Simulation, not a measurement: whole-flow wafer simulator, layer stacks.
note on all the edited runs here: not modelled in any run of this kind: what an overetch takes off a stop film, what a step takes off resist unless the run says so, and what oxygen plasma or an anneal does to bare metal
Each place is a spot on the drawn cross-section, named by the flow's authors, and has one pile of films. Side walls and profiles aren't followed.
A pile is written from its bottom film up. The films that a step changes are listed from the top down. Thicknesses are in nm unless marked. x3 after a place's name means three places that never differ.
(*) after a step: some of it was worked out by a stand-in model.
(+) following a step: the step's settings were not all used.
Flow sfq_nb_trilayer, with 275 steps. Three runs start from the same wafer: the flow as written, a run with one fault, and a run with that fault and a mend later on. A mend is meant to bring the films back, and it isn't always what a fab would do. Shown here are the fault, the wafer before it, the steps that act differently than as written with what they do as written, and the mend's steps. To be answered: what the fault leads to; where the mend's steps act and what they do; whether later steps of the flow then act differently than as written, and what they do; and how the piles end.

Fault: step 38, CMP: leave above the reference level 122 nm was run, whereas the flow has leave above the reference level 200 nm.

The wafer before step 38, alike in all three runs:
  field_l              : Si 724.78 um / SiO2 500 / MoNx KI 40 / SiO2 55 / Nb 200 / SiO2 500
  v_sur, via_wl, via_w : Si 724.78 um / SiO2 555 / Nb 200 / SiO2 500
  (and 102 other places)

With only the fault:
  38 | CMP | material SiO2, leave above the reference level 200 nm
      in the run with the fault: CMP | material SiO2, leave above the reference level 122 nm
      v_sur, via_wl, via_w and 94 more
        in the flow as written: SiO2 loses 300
        in the run with the fault: SiO2 loses 378
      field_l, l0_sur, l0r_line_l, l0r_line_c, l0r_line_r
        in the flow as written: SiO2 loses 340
        in the run with the fault: SiO2 loses 418
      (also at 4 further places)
  Steps further on in the flow that do not act as written (3 other steps are not shown; they differ only slightly, by no more than 2% or 0.5 nm, whichever is larger):
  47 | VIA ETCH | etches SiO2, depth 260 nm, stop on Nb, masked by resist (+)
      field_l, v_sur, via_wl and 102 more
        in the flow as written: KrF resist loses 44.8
        in the run with the fault: KrF resist loses 31.5
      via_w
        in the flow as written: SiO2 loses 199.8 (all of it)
        in the run with the fault: SiO2 loses 121.8 (all of it)
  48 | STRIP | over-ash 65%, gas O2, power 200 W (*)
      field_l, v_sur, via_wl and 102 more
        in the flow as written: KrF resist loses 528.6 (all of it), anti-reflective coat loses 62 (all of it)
        in the run with the fault: KrF resist loses 541.9 (all of it), anti-reflective coat loses 62 (all of it)
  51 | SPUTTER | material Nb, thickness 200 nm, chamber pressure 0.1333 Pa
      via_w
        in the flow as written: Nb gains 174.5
        in the run with the fault: Nb gains 190.2
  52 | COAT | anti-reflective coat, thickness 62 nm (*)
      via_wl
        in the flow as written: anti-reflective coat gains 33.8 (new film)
        in the run with the fault: anti-reflective coat gains 38.2 (new film)
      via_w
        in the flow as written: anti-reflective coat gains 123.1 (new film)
        in the run with the fault: anti-reflective coat gains 105.4 (new film)
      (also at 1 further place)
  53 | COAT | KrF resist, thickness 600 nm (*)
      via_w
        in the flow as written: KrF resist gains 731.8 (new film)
        in the run with the fault: KrF resist gains 668.5 (new film)
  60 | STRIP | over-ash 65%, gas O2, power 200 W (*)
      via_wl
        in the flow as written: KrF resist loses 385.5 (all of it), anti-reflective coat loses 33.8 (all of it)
        in the run with the fault: KrF resist loses 391 (all of it), anti-reflective coat loses 38.2 (all of it)
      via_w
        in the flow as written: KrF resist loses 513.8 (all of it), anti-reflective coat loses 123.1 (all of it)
        in the run with the fault: KrF resist loses 450.8 (all of it), anti-reflective coat loses 105.4 (all of it)
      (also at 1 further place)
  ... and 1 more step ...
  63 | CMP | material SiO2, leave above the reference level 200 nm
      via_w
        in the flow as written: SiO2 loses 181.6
        in the run with the fault: SiO2 loses 169.2
  The piles end different from the flow's at field_l, v_sur, via_wl and 103 more by more than 2% or 0.5 nm, whichever is larger.
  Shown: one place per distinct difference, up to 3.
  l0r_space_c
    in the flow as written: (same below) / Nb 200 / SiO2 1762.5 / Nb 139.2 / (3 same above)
    in the run with the fault: (same below) / Nb 200 / SiO2 1684.5 / Nb 139.2 / (3 same above)
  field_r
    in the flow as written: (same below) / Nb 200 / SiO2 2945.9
    in the run with the fault: (same below) / Nb 200 / SiO2 2867.9
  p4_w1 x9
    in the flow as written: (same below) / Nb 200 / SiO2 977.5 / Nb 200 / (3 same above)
    in the run with the fault: (same below) / Nb 200 / SiO2 899.5 / Nb 200 / (3 same above)

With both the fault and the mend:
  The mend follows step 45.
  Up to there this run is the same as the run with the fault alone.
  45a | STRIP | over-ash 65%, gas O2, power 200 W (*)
      field_l, v_sur, via_wl and 102 more
        KrF resist loses 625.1 (all of it), anti-reflective coat loses 62 (all of it)
      via_w
        anti-reflective coat loses 62 (all of it)
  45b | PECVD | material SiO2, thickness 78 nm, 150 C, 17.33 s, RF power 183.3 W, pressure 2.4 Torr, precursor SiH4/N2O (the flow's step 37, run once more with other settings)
      field_l, v_sur, via_wl and 103 more
        SiO2 gains 78
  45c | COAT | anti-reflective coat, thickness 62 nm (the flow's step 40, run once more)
      field_l, v_sur, via_wl and 103 more
        anti-reflective coat gains 62 (new film)
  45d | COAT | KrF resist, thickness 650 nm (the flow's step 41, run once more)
      field_l, v_sur, via_wl and 103 more
        KrF resist gains 650 (new film)
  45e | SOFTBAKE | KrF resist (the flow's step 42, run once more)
      does not change any film at any place that is followed
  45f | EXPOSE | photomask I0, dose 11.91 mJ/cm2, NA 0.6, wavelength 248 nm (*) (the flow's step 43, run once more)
      does not change any film at any place that is followed
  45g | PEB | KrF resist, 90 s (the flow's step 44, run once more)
      field_l, v_sur, via_wl and 103 more
        KrF resist loses 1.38
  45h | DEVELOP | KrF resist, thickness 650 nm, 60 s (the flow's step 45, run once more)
      field_l, v_sur, via_wl and 102 more
        KrF resist loses 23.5
      via_w
        KrF resist loses 648.6 (all of it)
  Every later step of the flow that is run acts as written at every place that is followed.
  The piles end the same as the flow's at every place that both follow.
